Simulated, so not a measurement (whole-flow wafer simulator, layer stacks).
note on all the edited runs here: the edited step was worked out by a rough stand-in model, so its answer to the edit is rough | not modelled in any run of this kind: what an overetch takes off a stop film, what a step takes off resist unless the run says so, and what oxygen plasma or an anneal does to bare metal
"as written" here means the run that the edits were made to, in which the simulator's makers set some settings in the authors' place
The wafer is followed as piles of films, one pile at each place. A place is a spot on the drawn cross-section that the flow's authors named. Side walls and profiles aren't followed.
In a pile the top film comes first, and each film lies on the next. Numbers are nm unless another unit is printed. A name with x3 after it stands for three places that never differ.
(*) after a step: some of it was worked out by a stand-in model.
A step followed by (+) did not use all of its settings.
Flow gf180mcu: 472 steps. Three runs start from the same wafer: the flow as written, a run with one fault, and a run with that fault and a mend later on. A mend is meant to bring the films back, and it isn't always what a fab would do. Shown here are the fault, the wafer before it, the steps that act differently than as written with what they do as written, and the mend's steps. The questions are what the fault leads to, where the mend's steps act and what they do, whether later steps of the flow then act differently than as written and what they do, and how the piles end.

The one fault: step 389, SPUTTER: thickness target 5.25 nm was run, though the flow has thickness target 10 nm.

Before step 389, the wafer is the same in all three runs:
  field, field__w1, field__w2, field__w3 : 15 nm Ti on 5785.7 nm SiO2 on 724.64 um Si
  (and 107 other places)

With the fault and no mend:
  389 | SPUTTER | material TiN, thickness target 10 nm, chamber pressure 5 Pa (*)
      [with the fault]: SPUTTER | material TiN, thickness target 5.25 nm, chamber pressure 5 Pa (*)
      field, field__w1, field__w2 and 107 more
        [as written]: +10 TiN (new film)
        [with the fault]: +5.25 TiN (new film)
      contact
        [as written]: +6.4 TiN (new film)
        [with the fault]: +3.37 TiN (new film)
  Later steps of the flow acting differently than as written (1 other step is not shown; it differs only slightly, by no more than 2% or 0.5 nm, whichever is larger):
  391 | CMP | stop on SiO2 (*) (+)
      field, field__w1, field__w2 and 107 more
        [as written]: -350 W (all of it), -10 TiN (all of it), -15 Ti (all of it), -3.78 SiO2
        [with the fault]: -350 W (all of it), -5.25 TiN (all of it), -15 Ti (all of it), -3.74 SiO2
  The piles end different from the flow's at contact by more than 2% or 0.5 nm, whichever is larger.
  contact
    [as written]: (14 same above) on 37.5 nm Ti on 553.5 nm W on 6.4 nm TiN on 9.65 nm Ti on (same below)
    [with the fault]: (14 same above) on 37.5 nm Ti on 556.6 nm W on 3.37 nm TiN on 9.65 nm Ti on (same below)

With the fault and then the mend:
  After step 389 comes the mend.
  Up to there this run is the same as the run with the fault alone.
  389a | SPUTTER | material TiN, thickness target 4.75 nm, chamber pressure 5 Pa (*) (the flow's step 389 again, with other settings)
      field, field__w1, field__w2 and 107 more
        +4.75 TiN
      contact
        +3.04 TiN
  None of the later steps of the flow acts differently than as written at any place that is followed.
  At every place that both follow, the piles at the end match the flow's.
